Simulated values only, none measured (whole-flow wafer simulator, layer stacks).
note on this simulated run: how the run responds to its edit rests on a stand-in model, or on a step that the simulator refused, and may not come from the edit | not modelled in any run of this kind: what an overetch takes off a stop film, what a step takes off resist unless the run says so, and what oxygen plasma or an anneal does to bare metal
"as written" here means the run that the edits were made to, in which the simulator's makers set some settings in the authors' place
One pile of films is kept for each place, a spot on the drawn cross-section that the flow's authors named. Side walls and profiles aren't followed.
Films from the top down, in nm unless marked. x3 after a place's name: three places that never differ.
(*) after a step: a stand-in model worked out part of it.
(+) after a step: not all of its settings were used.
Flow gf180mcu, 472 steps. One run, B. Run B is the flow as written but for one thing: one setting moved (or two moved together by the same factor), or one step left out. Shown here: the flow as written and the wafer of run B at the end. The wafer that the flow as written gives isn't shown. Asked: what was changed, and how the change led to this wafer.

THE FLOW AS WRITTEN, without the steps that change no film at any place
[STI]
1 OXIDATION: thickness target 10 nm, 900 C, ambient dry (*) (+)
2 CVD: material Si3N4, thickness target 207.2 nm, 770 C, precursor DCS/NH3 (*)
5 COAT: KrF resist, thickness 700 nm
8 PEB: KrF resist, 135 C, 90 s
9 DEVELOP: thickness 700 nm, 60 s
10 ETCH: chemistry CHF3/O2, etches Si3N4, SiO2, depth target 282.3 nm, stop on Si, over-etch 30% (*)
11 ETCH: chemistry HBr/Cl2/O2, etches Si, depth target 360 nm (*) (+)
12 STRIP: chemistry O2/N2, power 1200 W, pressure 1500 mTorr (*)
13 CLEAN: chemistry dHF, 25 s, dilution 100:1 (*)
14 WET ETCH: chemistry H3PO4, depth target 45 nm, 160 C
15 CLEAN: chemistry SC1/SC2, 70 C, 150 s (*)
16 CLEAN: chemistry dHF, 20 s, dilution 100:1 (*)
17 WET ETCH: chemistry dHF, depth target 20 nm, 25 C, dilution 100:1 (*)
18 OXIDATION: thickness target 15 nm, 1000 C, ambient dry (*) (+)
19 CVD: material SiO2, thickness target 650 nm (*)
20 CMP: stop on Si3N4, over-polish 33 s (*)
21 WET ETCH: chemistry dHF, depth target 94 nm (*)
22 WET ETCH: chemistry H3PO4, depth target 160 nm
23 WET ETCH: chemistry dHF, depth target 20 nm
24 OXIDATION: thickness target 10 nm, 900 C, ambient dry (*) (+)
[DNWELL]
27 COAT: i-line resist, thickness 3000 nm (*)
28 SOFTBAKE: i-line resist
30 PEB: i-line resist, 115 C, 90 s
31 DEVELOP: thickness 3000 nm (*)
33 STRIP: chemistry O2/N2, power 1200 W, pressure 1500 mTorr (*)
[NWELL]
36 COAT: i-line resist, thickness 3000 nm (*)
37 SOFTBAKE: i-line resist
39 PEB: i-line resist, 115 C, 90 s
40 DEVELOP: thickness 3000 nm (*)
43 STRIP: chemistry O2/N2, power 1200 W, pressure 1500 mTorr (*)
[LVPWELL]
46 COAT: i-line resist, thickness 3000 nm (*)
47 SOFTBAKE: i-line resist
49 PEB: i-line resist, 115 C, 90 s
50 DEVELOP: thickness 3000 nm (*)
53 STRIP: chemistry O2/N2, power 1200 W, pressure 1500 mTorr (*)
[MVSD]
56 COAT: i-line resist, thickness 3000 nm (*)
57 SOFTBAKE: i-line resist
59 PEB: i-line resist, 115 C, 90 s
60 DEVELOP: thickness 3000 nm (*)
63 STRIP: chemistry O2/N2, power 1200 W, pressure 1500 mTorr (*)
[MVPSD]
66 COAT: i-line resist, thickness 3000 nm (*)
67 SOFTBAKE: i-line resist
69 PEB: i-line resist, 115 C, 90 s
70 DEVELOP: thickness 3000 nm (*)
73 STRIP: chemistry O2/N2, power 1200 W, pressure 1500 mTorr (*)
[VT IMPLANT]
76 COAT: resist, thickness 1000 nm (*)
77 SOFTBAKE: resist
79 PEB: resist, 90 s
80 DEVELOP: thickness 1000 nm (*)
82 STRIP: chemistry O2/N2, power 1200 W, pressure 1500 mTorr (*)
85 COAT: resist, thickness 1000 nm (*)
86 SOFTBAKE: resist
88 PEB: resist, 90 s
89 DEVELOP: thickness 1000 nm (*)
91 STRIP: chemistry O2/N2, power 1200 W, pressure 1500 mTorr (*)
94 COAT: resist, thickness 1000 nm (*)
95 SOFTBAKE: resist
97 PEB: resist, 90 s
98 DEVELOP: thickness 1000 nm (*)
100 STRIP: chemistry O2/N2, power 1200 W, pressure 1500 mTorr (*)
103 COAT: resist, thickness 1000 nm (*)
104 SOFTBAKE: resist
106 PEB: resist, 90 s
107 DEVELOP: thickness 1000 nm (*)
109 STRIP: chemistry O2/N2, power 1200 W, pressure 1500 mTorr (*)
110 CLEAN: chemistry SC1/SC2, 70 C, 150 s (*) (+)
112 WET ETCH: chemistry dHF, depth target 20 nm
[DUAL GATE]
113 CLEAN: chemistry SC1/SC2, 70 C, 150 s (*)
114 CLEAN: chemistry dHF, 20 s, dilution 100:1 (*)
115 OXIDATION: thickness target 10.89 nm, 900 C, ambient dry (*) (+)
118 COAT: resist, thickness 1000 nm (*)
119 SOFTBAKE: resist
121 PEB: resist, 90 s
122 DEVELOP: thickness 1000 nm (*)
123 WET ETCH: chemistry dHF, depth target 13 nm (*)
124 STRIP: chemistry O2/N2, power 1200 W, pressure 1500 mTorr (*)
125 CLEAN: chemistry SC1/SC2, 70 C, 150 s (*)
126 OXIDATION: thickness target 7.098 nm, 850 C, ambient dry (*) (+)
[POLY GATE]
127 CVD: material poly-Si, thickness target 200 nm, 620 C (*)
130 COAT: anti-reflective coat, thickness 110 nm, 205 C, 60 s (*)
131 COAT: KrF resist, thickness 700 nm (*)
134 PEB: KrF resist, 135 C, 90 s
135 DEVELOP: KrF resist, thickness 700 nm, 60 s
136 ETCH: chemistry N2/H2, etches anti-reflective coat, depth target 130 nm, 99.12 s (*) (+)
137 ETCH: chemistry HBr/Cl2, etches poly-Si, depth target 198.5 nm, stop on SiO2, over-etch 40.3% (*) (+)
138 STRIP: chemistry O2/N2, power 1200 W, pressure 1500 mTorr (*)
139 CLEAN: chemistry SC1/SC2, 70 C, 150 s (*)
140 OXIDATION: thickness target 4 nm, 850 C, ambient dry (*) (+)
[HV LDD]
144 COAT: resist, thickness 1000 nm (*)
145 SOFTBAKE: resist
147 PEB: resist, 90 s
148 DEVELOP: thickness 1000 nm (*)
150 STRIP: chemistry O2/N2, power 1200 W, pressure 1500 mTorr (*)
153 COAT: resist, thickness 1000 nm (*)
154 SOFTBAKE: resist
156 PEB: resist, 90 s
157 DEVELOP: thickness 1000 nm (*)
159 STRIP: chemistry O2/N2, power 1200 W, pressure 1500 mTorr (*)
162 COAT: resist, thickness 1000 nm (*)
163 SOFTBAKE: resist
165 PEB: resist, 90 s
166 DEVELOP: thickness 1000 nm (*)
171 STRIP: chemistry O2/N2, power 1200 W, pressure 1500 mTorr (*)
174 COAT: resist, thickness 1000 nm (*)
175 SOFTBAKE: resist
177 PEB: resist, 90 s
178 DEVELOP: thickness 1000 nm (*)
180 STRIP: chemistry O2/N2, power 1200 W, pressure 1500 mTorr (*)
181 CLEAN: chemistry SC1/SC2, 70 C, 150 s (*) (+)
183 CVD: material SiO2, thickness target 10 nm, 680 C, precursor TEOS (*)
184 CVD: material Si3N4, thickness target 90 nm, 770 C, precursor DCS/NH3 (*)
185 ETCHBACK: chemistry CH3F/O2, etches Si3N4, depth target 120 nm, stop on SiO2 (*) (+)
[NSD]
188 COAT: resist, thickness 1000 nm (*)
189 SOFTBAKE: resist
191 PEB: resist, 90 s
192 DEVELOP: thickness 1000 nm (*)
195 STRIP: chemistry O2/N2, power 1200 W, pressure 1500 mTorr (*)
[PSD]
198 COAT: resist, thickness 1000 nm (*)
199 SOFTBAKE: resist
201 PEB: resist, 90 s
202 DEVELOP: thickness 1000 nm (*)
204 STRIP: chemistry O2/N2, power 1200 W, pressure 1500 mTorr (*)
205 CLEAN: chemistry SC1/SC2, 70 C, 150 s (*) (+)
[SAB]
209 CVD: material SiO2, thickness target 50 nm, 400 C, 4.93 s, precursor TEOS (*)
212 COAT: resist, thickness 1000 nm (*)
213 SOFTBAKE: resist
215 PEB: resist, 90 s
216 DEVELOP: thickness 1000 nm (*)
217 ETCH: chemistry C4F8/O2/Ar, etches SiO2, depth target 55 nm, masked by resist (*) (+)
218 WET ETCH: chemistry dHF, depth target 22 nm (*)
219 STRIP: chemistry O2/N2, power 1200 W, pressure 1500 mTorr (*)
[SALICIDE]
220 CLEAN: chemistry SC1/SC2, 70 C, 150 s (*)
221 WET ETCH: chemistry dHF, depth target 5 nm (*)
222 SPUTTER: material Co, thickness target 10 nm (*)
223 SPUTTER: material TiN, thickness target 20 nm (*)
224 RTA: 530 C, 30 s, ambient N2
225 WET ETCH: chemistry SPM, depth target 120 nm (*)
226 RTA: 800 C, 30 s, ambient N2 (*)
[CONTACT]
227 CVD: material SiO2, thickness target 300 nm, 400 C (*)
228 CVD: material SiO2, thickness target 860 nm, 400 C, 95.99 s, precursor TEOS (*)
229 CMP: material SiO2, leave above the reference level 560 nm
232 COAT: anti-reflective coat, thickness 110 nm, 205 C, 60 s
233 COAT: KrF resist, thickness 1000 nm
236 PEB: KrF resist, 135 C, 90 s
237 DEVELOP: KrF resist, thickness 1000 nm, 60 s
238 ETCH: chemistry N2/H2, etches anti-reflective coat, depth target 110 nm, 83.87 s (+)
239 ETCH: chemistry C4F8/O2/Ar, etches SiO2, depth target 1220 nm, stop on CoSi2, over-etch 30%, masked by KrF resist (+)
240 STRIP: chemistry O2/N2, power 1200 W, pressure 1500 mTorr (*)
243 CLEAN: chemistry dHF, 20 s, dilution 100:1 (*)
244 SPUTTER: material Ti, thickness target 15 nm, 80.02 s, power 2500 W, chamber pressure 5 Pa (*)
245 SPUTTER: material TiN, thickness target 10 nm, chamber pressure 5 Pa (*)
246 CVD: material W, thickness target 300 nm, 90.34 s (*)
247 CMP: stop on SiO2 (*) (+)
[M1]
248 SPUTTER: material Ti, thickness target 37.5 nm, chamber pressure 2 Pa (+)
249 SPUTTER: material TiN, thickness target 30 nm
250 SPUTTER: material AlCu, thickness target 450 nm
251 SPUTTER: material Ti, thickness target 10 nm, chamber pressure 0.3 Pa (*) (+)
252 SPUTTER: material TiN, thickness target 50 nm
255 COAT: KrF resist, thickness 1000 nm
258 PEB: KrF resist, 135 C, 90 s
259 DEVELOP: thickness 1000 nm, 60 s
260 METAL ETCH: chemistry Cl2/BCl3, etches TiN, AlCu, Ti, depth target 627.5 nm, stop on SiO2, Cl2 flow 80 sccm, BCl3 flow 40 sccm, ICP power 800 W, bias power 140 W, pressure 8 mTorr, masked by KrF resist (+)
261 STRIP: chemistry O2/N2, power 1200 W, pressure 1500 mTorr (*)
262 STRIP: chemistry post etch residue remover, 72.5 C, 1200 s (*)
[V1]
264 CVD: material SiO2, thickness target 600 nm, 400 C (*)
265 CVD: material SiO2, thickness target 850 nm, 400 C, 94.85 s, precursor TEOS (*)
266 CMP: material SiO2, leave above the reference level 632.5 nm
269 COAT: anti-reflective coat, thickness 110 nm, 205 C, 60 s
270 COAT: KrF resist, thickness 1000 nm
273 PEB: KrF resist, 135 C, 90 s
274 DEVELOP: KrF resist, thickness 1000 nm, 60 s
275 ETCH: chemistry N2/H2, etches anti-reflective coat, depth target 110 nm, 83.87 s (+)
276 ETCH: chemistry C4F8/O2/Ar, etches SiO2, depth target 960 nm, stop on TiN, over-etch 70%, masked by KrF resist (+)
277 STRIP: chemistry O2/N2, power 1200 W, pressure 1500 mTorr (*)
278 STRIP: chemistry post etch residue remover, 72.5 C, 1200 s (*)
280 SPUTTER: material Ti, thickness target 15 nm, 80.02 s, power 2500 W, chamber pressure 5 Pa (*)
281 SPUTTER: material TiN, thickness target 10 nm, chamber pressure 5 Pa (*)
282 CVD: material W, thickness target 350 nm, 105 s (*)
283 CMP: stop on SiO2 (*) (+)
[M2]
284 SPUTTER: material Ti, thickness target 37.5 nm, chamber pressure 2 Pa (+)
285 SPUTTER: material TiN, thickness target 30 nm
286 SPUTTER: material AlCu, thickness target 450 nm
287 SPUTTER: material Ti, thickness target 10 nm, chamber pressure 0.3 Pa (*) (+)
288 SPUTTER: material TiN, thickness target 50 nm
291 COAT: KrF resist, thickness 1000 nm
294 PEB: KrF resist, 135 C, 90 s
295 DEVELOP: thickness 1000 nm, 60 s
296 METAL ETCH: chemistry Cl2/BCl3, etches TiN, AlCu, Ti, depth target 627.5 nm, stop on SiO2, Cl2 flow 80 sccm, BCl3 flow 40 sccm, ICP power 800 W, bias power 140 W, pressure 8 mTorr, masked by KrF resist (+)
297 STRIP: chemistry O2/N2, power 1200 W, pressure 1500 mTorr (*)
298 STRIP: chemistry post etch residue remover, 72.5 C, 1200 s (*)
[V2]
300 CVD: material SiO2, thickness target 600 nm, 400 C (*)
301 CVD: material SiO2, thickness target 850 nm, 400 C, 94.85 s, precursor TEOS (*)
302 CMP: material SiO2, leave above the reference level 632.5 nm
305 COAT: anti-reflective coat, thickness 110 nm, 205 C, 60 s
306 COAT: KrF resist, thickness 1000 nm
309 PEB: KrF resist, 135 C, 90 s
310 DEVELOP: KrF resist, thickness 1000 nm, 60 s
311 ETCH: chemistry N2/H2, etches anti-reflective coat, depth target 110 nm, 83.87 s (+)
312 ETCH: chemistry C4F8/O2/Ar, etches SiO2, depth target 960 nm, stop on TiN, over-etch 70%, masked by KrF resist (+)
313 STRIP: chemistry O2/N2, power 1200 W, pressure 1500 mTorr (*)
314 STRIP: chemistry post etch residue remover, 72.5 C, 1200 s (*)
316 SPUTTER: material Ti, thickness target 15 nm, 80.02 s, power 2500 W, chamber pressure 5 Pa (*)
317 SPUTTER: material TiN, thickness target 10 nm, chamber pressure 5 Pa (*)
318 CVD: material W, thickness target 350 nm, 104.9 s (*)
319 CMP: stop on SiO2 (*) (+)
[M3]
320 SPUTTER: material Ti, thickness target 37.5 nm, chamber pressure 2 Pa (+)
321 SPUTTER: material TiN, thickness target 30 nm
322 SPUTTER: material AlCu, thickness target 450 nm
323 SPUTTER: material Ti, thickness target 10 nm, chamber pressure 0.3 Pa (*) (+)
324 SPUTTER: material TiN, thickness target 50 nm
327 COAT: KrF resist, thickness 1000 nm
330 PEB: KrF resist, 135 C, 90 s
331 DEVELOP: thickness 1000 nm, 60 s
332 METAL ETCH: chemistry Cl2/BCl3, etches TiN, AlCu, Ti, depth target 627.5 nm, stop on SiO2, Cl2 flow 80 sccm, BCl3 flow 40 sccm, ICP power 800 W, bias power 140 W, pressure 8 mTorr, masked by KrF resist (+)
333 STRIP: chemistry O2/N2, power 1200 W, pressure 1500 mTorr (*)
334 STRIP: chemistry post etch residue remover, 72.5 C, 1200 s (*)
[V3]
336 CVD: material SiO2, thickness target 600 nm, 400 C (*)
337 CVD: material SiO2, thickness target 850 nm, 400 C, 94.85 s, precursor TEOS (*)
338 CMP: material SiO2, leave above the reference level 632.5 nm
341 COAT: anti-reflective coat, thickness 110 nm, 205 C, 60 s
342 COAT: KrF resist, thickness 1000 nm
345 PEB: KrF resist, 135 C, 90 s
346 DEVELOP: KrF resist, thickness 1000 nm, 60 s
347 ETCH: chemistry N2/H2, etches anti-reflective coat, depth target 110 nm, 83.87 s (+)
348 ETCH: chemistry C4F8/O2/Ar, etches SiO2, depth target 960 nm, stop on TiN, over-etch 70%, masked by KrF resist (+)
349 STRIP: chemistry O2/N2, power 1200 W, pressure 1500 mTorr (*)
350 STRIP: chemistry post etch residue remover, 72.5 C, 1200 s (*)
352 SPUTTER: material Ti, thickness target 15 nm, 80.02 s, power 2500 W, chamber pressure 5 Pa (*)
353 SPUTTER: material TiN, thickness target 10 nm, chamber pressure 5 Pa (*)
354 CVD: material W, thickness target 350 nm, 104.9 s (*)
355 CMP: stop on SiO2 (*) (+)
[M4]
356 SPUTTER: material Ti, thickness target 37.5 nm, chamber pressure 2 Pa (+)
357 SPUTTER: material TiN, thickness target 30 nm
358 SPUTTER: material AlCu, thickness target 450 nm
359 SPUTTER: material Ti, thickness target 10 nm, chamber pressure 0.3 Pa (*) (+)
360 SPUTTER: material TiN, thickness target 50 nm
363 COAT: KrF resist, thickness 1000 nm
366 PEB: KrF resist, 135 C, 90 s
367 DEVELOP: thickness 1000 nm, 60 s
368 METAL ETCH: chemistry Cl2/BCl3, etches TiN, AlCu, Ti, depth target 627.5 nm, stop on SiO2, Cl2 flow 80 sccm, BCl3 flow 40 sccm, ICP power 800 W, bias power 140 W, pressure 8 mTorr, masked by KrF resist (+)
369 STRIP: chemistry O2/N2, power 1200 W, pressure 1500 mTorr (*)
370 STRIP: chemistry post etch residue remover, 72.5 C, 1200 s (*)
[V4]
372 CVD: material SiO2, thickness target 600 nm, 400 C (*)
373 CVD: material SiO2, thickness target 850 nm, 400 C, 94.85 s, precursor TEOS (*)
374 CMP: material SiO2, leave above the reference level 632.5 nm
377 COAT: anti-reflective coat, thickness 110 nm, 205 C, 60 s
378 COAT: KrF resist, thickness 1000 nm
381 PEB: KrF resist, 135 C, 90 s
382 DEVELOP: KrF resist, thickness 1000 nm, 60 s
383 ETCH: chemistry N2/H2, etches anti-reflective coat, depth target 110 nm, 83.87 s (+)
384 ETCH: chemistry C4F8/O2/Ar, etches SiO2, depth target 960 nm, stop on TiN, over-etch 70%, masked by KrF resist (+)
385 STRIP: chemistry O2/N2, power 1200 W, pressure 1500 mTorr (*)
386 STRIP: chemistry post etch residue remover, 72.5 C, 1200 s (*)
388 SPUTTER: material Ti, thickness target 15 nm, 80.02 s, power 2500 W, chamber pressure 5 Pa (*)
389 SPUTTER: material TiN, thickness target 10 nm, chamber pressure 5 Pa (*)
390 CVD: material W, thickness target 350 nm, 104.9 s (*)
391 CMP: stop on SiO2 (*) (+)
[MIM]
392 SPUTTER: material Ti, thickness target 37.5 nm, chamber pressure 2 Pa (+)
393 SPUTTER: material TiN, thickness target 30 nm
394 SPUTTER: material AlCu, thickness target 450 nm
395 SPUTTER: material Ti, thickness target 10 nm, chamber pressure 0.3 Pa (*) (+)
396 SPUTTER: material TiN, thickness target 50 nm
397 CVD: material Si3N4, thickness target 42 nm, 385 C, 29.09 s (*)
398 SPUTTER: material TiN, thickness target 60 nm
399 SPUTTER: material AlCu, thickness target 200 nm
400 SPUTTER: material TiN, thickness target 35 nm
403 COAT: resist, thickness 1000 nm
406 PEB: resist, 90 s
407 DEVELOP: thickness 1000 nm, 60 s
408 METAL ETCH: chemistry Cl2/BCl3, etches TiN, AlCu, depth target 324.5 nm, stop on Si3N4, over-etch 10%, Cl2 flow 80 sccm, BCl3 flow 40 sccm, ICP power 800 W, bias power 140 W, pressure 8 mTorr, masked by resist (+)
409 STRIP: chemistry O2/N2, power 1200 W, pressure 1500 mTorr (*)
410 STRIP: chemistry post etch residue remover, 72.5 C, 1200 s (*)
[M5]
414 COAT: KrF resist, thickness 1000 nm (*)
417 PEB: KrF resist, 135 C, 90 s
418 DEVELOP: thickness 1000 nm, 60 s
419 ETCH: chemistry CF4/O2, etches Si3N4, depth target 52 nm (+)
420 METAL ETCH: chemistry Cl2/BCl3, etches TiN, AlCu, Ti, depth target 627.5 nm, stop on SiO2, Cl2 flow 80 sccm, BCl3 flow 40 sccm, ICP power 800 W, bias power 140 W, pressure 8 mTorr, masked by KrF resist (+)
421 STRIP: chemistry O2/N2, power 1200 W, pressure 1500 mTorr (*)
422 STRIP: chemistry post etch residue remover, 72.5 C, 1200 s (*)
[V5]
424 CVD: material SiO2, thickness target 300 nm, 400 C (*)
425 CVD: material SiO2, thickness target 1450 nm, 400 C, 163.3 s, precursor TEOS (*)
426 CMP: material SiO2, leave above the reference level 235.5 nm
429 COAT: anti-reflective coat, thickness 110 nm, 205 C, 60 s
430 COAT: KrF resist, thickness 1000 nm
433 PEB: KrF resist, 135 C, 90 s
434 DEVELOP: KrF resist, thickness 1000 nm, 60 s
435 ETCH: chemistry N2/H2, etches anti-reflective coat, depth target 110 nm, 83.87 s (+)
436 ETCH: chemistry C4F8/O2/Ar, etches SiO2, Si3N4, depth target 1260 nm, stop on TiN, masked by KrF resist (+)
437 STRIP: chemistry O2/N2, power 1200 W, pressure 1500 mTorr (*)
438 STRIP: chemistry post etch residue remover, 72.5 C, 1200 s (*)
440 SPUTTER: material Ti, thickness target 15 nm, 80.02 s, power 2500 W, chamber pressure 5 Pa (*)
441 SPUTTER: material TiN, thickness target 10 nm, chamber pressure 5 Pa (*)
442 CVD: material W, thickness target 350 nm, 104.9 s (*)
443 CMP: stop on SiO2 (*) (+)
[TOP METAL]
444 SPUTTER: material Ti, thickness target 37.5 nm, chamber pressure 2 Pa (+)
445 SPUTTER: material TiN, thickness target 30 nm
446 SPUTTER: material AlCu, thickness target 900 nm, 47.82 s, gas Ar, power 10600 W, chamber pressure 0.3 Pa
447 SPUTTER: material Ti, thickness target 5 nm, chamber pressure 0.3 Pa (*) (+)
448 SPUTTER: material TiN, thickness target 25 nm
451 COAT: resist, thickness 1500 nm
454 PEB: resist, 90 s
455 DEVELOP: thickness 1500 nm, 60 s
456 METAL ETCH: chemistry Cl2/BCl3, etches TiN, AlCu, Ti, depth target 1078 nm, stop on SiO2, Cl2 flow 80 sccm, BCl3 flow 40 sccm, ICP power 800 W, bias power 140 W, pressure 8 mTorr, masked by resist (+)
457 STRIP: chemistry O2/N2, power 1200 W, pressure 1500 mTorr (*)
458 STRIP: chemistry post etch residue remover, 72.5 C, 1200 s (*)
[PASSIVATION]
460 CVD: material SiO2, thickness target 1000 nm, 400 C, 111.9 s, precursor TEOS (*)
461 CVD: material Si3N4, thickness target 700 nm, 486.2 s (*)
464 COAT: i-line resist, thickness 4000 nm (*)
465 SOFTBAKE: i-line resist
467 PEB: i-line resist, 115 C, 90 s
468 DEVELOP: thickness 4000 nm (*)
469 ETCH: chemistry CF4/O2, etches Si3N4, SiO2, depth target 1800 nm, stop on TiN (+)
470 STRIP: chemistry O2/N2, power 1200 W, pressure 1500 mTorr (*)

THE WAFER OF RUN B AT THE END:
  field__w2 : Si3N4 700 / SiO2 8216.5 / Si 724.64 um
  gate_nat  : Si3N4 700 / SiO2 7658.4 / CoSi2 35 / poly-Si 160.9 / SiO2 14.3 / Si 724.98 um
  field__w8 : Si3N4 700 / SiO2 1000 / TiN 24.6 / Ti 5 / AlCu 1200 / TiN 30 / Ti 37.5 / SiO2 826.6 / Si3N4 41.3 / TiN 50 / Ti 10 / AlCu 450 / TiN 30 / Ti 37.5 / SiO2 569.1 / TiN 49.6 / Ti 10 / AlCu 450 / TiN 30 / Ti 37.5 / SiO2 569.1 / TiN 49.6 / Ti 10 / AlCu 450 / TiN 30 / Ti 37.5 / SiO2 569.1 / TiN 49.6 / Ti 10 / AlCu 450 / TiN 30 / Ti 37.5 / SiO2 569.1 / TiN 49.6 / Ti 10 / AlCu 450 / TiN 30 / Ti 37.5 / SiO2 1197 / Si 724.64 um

The cause: step 446, SPUTTER: thickness target 1200 nm was run, where the flow has thickness target 900 nm; step 456, METAL ETCH: depth target 1430 nm was run, where the flow has depth target 1078 nm.
It can be read off the wafer: field__w8 has AlCu 1200, and step 446 as written asks for 900 nm.

How the change led to this, step by step:
  446 SPUTTER: material AlCu, thickness target 900 nm, 47.82 s, gas Ar, power 10600 W, chamber pressure 0.3 Pa
      field, field__w1, field__w2 and 109 more: AlCu +1200 (new film) (as written it would be: AlCu +900 (new film))
  456 METAL ETCH: chemistry Cl2/BCl3, etches TiN, AlCu, Ti, depth target 1078 nm, stop on SiO2, Cl2 flow 80 sccm, BCl3 flow 40 sccm, ICP power 800 W, bias power 140 W, pressure 8 mTorr, masked by resist (+)
      field, field__w1, field__w2 and 103 more: TiN -25 (all of it), Ti -5 (all of it), AlCu -1200 (all of it), TiN -30 (all of it), Ti -37.5 (all of it) (as written it would be: TiN -25 (all of it), Ti -5 (all of it), AlCu -900 (all of it), TiN -30 (all of it), Ti -37.5 (all of it))
      field__w8, contact, m1, m1__w1, pad, m1_nw: resist -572 (as written it would be: resist -431)
  457 STRIP: chemistry O2/N2, power 1200 W, pressure 1500 mTorr (*)
      field__w8, contact, m1, m1__w1, pad, m1_nw: resist -839.8 (all of it) (as written it would be: resist -980.8 (all of it))
  464 COAT: i-line resist, thickness 4000 nm (*)
      field__w8: i-line resist +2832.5 (new film) (as written it would be: i-line resist +3093.1 (new film))
      contact: i-line resist +2884.8 (new film) (as written it would be: i-line resist +3153.6 (new film))
      (and at 4 more places)
  465 SOFTBAKE: i-line resist
      active_hv: i-line resist -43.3 (as written it would be: i-line resist +28.2)
      field: i-line resist -160.9 (as written it would be: i-line resist -120.6)
      (and at 66 more places)
  467 PEB: i-line resist, 115 C, 90 s
      field__w8, m1__w1: i-line resist -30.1 (as written it would be: i-line resist -34.7)
      contact, m1: i-line resist -30.3 (as written it would be: i-line resist -35.1)
      (and at 2 more places)
  468 DEVELOP: thickness 4000 nm (*)
      pad: i-line resist -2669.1 (all of it) (as written it would be: i-line resist -2974.8 (all of it))
  470 STRIP: chemistry O2/N2, power 1200 W, pressure 1500 mTorr (*)
      field__w8, m1__w1: i-line resist -1498.9 (all of it) (as written it would be: i-line resist -1787.7 (all of it))
      contact: i-line resist -1512.6 (all of it) (as written it would be: i-line resist -1811.2 (all of it))
      (and at 2 more places)
